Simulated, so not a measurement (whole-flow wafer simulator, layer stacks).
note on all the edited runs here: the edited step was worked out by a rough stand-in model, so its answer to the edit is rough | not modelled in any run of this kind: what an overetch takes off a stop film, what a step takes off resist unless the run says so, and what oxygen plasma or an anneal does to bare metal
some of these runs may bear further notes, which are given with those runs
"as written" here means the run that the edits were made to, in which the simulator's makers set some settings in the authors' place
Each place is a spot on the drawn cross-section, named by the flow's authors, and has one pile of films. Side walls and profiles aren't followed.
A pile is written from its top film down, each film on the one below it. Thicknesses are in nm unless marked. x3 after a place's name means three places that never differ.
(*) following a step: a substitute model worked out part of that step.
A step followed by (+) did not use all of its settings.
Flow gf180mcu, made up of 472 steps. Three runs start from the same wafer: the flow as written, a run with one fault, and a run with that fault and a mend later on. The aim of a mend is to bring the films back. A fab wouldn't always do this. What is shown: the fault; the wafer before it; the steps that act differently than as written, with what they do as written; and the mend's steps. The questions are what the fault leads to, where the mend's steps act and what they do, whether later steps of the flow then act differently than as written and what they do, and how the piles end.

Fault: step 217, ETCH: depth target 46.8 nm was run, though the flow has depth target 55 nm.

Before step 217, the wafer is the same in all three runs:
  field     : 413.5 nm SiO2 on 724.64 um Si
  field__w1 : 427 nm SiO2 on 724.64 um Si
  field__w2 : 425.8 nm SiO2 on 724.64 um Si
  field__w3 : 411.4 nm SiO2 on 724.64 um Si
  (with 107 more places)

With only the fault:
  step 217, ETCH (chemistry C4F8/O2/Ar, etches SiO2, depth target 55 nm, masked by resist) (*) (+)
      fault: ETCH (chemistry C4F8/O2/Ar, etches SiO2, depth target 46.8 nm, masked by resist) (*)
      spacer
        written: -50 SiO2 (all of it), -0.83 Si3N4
        fault: -46.8 SiO2
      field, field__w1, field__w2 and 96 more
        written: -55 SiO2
        fault: -46.8 SiO2
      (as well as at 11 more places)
  Steps further on in the flow that do not act as written (6 other steps are not shown; they differ only slightly, by no more than 2% or 0.5 nm, whichever is larger):
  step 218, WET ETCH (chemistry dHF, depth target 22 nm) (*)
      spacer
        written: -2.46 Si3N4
        fault: -3.2 SiO2 (all of it), -3.07 Si3N4
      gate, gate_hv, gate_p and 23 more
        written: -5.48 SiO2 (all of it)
        fault: -13.7 SiO2 (all of it)
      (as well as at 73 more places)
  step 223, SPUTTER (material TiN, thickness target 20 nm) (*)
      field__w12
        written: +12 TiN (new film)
        fault: +12.6 TiN (new film)
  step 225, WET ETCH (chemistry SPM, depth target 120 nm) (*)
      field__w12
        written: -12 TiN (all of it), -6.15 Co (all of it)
        fault: -12.6 TiN (all of it), -6.41 Co (all of it)
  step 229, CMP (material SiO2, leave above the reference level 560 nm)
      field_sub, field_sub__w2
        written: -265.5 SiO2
        fault: -271.9 SiO2
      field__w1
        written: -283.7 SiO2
        fault: -289.7 SiO2
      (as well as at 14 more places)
  At the end the piles are close to the flow's at the places that both follow, differing by at most 2% or 0.5 nm, whichever is larger.

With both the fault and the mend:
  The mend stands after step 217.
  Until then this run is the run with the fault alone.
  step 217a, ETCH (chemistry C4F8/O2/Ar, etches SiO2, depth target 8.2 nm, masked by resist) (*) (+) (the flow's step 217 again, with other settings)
      field, field__w1, field__w2 and 96 more
        -8.2 SiO2
      field__w5, field__w9, field__w13 and 8 more
        -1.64 resist
      spacer
        -3.2 SiO2 (all of it), -0.83 Si3N4
  None of the later steps of the flow acts differently than as written at any place that is followed.
  At every place that both follow, the piles at the end match the flow's.
